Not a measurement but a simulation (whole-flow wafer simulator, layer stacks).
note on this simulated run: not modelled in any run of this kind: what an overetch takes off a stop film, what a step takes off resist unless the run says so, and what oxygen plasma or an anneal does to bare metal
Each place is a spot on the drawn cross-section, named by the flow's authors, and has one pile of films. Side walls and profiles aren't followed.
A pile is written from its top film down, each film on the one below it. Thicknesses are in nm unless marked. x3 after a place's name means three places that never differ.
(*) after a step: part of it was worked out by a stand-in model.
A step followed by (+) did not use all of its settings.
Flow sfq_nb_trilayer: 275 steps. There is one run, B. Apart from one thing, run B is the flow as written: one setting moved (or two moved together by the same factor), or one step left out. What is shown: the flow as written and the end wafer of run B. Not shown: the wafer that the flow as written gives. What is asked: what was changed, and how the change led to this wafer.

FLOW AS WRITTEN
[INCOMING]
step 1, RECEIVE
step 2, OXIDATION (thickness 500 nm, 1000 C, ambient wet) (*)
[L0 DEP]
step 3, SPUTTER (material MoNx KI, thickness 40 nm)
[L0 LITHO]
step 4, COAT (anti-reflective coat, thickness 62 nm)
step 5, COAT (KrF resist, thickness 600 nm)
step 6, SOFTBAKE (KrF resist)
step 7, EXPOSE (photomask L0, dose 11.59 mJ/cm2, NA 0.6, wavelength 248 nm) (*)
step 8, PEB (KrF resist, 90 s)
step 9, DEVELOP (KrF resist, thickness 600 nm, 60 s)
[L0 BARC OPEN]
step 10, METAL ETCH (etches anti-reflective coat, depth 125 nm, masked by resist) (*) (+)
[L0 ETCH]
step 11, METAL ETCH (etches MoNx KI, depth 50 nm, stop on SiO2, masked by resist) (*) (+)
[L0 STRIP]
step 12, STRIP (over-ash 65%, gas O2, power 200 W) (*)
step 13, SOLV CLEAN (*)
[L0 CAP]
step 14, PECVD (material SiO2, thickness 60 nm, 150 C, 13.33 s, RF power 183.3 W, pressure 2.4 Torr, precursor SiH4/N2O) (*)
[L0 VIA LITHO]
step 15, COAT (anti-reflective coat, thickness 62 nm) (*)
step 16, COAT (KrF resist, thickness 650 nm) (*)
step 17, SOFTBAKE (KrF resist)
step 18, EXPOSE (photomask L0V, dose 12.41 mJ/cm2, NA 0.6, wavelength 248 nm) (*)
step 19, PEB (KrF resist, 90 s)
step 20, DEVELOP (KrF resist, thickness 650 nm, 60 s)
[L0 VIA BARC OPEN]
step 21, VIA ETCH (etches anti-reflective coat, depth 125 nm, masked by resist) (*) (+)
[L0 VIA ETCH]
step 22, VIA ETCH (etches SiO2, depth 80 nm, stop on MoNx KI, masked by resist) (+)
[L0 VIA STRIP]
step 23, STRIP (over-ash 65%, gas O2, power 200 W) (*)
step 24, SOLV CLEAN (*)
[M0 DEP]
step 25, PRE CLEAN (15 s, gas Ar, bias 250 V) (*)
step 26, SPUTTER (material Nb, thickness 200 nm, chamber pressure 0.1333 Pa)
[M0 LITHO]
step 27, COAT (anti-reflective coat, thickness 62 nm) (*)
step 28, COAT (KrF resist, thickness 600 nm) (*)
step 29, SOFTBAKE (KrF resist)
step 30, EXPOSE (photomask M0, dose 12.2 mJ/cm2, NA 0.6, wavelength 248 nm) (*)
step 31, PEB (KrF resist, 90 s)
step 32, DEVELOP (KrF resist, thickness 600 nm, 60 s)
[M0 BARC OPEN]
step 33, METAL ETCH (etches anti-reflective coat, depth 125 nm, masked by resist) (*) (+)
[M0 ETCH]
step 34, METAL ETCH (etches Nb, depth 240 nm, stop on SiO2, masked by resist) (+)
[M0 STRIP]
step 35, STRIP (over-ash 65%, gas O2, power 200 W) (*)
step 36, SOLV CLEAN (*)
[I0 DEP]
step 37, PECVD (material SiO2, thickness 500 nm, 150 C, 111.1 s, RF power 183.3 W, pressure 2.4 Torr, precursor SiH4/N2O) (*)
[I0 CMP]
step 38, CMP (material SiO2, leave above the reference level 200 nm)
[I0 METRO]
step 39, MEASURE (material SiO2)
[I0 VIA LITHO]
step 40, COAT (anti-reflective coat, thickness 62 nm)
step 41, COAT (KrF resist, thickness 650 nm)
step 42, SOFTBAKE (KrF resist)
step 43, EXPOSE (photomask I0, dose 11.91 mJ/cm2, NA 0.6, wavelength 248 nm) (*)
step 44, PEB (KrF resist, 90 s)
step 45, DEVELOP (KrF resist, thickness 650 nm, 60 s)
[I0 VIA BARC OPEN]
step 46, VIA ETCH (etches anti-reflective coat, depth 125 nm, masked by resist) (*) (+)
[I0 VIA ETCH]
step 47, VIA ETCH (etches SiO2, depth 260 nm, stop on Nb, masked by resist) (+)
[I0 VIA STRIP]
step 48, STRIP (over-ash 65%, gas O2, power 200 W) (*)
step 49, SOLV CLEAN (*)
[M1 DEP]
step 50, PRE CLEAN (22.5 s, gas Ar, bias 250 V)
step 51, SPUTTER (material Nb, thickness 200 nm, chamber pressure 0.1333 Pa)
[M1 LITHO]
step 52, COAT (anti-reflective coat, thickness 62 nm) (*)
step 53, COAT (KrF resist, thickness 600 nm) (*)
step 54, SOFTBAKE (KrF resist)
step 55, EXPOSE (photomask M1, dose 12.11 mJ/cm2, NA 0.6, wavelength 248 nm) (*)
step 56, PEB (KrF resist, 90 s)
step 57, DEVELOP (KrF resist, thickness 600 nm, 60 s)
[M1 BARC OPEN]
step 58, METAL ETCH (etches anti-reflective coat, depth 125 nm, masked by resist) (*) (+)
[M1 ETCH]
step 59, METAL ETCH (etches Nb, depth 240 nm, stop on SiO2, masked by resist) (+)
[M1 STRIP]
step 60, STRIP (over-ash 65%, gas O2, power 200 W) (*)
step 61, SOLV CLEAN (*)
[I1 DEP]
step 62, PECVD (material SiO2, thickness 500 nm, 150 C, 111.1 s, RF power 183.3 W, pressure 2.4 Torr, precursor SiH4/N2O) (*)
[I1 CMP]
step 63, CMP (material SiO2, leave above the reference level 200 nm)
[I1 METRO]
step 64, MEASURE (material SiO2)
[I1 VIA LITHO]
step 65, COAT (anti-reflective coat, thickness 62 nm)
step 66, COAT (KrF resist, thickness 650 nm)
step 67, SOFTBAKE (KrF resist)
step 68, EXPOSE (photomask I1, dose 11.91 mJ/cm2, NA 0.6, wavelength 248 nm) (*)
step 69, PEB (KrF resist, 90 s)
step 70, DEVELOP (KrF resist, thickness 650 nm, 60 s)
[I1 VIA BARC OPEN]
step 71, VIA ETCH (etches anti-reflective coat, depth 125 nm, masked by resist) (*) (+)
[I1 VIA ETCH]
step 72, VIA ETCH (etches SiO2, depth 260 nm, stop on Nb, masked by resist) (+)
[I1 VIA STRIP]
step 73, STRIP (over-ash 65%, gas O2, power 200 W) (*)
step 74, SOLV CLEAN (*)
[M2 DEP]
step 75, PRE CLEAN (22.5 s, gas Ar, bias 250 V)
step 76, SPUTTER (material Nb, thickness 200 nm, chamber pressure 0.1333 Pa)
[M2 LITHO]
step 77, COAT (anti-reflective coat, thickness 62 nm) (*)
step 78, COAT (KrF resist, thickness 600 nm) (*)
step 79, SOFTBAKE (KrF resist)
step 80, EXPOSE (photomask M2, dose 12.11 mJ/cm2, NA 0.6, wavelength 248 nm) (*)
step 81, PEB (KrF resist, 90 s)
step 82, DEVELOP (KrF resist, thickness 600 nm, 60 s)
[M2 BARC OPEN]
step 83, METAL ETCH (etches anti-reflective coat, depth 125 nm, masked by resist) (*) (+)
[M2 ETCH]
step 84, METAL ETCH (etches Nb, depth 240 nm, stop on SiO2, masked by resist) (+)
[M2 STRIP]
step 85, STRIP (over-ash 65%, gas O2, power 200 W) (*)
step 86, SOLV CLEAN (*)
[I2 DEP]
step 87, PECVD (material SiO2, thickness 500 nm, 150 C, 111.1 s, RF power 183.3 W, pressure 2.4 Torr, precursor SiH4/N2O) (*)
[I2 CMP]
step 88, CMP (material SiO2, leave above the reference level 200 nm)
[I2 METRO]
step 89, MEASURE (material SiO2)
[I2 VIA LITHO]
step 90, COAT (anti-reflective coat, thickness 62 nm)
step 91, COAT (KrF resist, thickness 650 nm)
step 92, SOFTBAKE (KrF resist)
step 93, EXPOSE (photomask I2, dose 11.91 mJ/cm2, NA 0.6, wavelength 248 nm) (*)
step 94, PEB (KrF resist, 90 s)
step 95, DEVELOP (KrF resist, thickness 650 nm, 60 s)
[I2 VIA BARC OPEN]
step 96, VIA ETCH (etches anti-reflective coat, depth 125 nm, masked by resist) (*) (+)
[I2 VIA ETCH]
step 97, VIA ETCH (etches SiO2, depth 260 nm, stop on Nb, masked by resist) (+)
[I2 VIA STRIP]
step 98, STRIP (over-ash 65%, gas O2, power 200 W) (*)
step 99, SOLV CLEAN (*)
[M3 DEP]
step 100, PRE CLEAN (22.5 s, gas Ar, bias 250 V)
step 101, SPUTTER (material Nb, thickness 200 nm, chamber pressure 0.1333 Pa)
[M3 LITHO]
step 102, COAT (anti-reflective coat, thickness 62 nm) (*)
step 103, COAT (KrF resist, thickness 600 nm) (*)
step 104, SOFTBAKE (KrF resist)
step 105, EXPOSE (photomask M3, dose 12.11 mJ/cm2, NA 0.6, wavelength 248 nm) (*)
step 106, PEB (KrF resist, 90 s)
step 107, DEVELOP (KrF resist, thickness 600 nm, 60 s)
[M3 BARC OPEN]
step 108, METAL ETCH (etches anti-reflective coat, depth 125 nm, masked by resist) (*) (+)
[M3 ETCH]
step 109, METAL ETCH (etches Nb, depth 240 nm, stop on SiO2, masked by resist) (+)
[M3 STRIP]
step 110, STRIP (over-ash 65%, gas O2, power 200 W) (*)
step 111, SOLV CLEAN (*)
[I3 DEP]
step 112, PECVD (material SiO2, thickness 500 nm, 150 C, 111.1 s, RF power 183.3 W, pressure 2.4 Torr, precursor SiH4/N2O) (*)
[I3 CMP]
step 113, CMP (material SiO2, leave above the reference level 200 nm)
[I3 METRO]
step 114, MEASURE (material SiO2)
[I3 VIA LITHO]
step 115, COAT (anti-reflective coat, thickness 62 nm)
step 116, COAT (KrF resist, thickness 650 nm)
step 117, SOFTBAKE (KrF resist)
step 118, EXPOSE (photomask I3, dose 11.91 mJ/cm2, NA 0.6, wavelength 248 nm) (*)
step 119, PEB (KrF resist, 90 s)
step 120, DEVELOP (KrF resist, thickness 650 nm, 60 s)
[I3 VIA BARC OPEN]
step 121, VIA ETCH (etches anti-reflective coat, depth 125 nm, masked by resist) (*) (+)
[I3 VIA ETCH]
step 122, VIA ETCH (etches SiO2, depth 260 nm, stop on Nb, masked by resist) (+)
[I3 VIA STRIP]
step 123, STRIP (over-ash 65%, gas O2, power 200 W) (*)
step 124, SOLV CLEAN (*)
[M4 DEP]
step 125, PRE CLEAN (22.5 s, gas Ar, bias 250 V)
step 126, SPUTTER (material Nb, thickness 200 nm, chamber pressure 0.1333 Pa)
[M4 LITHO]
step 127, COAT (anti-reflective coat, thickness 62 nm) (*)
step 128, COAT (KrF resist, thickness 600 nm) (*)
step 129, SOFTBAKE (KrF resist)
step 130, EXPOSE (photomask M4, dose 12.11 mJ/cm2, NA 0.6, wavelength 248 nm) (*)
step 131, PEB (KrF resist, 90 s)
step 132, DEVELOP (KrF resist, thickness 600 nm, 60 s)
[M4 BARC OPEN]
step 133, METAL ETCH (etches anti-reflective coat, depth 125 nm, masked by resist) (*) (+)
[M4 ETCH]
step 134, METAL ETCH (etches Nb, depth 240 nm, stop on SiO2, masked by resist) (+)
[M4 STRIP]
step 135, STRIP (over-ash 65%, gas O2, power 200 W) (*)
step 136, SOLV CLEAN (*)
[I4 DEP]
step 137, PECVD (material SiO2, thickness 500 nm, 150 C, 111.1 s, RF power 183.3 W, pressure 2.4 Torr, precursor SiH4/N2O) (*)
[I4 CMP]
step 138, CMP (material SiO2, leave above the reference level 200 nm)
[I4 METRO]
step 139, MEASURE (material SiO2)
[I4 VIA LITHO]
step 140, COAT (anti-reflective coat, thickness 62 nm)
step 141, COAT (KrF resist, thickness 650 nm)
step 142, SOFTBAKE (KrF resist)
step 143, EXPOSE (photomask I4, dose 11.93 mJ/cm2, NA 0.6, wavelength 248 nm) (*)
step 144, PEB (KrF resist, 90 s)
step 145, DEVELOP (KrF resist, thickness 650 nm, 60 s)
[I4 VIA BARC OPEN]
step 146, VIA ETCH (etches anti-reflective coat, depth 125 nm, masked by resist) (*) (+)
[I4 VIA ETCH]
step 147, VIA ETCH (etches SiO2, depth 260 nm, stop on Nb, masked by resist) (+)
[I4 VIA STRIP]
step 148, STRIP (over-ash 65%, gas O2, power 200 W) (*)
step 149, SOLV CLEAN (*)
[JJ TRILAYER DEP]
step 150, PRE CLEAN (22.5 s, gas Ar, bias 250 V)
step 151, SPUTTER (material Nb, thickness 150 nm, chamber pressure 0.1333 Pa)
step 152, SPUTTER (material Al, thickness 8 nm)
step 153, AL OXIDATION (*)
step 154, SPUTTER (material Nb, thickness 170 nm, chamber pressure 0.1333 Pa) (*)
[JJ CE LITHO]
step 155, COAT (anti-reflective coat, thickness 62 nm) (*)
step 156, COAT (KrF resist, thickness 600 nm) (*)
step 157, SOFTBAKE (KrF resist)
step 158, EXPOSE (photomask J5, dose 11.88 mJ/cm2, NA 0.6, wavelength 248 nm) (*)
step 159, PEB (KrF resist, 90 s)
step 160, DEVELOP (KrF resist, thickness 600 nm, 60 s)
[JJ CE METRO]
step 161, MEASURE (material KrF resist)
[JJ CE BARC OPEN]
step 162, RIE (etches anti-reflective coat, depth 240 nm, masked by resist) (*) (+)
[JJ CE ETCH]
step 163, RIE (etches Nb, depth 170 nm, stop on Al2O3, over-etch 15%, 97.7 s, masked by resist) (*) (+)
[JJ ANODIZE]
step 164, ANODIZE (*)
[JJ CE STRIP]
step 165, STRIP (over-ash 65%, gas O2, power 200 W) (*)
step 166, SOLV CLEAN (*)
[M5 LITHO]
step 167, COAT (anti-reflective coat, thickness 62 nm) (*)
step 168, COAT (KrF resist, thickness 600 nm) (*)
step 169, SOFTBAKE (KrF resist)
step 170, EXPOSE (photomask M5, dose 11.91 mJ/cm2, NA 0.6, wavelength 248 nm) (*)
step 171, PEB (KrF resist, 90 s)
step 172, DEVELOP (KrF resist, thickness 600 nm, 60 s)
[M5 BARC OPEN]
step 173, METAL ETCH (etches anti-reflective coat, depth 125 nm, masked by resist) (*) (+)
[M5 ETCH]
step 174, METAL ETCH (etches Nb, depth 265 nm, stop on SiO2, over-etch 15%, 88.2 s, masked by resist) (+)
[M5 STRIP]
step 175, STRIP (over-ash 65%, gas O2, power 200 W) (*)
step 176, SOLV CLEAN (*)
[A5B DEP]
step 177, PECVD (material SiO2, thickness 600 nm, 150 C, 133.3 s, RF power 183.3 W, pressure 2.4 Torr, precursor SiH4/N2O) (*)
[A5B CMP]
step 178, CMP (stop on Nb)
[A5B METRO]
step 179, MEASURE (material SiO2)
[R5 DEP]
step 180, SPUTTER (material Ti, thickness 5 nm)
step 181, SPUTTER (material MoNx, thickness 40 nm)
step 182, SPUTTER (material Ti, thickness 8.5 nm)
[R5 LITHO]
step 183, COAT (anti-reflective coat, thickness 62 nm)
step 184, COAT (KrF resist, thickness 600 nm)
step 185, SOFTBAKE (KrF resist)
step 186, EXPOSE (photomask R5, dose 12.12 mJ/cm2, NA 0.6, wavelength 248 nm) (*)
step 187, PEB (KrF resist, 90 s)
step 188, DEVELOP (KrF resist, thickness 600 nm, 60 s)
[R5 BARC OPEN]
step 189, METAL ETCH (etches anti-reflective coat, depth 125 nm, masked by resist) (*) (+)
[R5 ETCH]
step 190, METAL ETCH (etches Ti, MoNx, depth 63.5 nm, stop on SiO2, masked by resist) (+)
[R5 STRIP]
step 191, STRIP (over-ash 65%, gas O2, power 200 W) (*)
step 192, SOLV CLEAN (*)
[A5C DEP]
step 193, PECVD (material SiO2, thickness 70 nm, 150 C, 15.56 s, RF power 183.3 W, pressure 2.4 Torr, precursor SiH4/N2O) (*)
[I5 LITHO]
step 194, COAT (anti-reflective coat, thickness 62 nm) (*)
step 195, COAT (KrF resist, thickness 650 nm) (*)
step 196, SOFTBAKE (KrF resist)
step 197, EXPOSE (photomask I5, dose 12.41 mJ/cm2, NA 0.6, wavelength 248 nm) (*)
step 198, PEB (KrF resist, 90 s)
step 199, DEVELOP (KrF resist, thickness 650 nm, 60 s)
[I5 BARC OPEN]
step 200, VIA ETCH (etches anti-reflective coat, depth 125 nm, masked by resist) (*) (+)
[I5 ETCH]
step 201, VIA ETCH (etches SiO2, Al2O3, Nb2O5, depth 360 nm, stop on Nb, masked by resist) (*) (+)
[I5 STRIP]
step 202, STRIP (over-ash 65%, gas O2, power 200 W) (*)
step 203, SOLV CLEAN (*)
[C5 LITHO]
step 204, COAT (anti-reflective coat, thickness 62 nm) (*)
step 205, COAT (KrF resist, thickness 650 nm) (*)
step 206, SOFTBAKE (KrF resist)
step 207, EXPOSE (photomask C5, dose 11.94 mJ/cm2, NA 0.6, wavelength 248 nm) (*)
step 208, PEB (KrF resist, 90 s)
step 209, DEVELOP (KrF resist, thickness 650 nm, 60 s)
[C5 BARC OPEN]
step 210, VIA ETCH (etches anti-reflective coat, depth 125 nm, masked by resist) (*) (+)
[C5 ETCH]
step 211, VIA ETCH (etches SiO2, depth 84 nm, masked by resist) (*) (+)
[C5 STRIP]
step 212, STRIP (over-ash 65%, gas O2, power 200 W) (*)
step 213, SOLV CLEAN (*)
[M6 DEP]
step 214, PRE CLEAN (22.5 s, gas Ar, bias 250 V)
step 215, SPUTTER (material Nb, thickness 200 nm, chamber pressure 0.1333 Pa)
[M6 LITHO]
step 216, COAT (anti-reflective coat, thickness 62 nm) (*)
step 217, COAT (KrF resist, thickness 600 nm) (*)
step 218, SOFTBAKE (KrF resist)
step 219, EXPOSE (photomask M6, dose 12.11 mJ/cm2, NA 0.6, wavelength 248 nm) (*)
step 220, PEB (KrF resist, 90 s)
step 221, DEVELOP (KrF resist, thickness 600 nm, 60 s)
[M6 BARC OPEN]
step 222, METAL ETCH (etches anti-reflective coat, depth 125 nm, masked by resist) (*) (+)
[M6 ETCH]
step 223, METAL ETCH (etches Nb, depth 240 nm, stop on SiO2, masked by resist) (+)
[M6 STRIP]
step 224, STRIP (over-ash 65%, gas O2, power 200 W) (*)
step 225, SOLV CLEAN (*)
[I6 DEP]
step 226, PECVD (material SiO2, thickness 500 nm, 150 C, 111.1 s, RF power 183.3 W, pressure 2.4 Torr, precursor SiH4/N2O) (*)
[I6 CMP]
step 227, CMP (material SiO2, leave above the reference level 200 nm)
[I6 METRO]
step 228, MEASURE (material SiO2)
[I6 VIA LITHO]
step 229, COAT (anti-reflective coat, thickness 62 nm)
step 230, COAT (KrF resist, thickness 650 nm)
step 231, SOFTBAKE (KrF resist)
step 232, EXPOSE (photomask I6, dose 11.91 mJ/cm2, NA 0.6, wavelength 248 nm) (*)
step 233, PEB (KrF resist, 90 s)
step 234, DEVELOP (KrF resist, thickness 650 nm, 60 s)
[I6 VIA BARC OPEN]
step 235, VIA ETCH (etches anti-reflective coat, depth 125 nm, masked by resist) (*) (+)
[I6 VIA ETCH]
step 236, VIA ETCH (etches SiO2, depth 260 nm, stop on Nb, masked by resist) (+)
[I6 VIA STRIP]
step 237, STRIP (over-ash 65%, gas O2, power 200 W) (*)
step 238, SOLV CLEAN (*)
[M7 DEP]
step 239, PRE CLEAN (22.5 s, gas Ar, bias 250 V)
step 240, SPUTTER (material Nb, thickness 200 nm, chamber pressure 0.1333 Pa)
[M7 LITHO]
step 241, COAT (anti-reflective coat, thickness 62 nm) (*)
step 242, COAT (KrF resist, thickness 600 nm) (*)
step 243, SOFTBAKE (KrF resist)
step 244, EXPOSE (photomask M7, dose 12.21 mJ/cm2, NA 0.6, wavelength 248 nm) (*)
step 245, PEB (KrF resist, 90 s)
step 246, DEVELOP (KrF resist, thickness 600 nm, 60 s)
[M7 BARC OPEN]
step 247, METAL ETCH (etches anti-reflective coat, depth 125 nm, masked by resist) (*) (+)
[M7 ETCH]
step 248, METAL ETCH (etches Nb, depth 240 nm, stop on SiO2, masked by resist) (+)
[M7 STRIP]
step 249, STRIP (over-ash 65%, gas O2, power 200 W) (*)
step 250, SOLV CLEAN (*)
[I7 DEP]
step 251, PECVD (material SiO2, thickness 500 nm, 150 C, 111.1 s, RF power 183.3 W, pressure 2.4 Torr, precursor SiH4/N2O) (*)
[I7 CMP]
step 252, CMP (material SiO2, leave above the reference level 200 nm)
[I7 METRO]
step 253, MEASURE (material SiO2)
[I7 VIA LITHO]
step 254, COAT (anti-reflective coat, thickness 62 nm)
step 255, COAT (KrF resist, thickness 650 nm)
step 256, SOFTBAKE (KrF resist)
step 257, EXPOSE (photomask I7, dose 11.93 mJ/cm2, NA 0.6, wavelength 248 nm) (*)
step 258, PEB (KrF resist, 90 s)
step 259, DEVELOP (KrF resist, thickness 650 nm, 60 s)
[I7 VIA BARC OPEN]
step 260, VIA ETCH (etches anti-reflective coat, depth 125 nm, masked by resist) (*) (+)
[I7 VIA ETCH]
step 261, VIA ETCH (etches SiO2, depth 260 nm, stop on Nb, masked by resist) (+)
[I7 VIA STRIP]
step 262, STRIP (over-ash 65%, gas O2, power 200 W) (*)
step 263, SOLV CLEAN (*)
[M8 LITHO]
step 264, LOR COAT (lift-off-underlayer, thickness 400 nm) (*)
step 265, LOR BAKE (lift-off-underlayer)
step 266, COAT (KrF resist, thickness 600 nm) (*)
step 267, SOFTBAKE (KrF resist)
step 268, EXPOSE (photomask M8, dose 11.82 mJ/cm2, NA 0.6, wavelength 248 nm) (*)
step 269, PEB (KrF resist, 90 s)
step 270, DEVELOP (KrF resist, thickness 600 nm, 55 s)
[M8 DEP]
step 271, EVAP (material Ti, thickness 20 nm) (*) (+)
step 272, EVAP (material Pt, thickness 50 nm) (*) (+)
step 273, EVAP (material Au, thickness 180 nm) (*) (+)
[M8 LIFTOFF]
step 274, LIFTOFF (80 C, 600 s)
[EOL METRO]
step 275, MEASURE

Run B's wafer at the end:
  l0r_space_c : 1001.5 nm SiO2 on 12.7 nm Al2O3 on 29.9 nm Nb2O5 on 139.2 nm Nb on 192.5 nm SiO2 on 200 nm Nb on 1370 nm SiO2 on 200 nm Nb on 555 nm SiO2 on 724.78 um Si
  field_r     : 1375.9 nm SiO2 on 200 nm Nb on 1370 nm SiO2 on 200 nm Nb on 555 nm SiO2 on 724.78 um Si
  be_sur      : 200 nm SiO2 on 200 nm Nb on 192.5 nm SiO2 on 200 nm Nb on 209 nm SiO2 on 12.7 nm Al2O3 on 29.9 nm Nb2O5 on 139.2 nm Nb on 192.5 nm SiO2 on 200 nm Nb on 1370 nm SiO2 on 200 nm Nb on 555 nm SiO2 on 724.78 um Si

The reason: step 134, METAL ETCH: etches Nb, depth 240 nm, stop on SiO2, masked by resist (+), was not run.

How this came from the change, step by step:
  step 135, STRIP (over-ash 65%, gas O2, power 200 W) (*)
      p4_fl, p4_fm, p4_w1 and 26 more: KrF resist loses 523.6 (all of it), anti-reflective coat loses 62 (all of it) (it would be, as written: KrF resist loses 382.4 (all of it), anti-reflective coat loses 62 (all of it))
      ln_m5, lsp_m, ln_m6: KrF resist loses 523.1 (all of it), anti-reflective coat loses 61.8 (all of it) (it would be, as written: KrF resist loses 381.9 (all of it), anti-reflective coat loses 61.8 (all of it))
      (and at 7 other places as well)
  step 137, PECVD (material SiO2, thickness 500 nm, 150 C, 111.1 s, RF power 183.3 W, pressure 2.4 Torr, precursor SiH4/N2O) (*)
      field_l, be, be_sur and 55 more: SiO2 gains 500 (new film) (it would be, as written: SiO2 gains 500)
      p3_s0, p3_s1, p3_s2, p3_s3, p3_s4, p3_s5: SiO2 gains 500 (new film) (it would be, as written: SiO2 gains 557.1)
      (and at 3 other places as well)
  step 138, CMP (material SiO2, leave above the reference level 200 nm)
      field_l, be, be_sur and 55 more: SiO2 loses 300 (it would be, as written: SiO2 loses 100)
      p3_s0, p3_s1, p3_s2, p3_s3, p3_s4, p3_s5: SiO2 loses 300 (it would be, as written: SiO2 loses 157.1)
      (and at 3 other places as well)
If metal films that touch count as one body, l0r_space_c has 3 bodies (between them, from the top down: SiO2 192.5; SiO2 1370); the flow as written gives 2 bodies (between them, from the top down: SiO2 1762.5).
If metal films that touch count as one body, field_r has 2 bodies (between them, from the top down: SiO2 1370); the flow as written gives 1 body.
If metal films that touch count as one body, be_sur has 5 bodies (between them, from the top down: SiO2 192.5; SiO2 209 / Al2O3 12.7 / Nb2O5 29.9; SiO2 192.5; SiO2 1370); the flow as written gives 4 bodies (between them, from the top down: SiO2 192.5; SiO2 209 / Al2O3 12.7 / Nb2O5 29.9; SiO2 1762.5).
